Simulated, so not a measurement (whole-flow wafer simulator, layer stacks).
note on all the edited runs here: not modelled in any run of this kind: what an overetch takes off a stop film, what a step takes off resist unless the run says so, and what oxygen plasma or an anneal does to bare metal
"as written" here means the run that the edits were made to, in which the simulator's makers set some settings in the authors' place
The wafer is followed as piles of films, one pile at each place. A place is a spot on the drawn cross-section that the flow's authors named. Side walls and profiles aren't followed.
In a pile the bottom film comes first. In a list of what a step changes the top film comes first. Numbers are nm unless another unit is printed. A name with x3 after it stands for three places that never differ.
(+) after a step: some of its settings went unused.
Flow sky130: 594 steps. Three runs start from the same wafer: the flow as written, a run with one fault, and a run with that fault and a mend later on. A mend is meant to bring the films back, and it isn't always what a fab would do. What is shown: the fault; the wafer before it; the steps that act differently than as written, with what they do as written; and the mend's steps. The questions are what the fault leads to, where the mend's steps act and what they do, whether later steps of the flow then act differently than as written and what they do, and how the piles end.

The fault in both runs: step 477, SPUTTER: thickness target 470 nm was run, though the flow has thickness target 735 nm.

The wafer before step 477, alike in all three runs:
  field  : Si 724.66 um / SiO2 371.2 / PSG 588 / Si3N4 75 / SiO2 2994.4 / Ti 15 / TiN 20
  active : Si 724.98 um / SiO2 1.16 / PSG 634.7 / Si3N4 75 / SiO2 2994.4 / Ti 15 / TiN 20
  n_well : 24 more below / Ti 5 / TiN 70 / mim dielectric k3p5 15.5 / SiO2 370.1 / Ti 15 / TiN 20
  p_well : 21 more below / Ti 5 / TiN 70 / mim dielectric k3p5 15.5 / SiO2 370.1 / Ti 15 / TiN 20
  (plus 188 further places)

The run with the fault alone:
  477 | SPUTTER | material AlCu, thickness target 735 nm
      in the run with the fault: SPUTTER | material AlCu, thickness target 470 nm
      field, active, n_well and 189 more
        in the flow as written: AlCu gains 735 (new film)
        in the run with the fault: AlCu gains 470 (new film)
  Later steps of the flow acting differently than as written:
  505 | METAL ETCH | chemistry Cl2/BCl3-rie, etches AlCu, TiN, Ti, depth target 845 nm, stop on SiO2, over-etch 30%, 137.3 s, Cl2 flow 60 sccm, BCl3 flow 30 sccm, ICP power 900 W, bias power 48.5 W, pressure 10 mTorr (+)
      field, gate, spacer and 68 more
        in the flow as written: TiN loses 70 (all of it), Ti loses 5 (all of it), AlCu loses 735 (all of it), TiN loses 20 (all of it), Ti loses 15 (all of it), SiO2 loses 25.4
        in the run with the fault: TiN loses 70 (all of it), Ti loses 5 (all of it), AlCu loses 470 (all of it), TiN loses 20 (all of it), Ti loses 15 (all of it), SiO2 loses 51.9
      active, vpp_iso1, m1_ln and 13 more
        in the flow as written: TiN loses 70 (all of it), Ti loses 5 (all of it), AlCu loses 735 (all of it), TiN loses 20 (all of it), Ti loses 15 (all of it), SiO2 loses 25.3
        in the run with the fault: TiN loses 70 (all of it), Ti loses 5 (all of it), AlCu loses 470 (all of it), TiN loses 20 (all of it), Ti loses 15 (all of it), SiO2 loses 51.8
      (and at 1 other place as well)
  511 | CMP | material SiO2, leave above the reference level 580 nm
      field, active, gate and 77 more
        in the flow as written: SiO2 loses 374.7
        in the run with the fault: SiO2 loses 613.2
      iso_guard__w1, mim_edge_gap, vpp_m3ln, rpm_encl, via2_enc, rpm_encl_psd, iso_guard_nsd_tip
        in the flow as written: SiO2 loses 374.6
        in the run with the fault: SiO2 loses 613.1
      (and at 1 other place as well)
  The piles end different from the flow's at field, active, n_well and 190 more by more than 2% or 0.5 nm, whichever is larger.
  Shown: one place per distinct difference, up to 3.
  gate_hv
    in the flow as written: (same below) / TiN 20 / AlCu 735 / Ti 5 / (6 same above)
    in the run with the fault: (same below) / TiN 20 / AlCu 470 / Ti 5 / (6 same above)
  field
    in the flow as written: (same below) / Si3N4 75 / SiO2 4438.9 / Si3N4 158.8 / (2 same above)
    in the run with the fault: (same below) / Si3N4 75 / SiO2 4173.9 / Si3N4 158.8 / (2 same above)
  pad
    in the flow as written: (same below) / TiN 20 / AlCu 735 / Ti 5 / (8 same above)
    in the run with the fault: (same below) / TiN 20 / AlCu 470 / Ti 5 / (8 same above)

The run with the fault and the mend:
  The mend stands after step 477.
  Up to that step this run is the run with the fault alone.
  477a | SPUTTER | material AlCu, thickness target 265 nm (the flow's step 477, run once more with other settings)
      field, active, n_well and 189 more
        AlCu gains 265
  Every later step of the flow that is run acts as written at every place that is followed.
  By the end, the piles equal the flow's at every place that both follow.
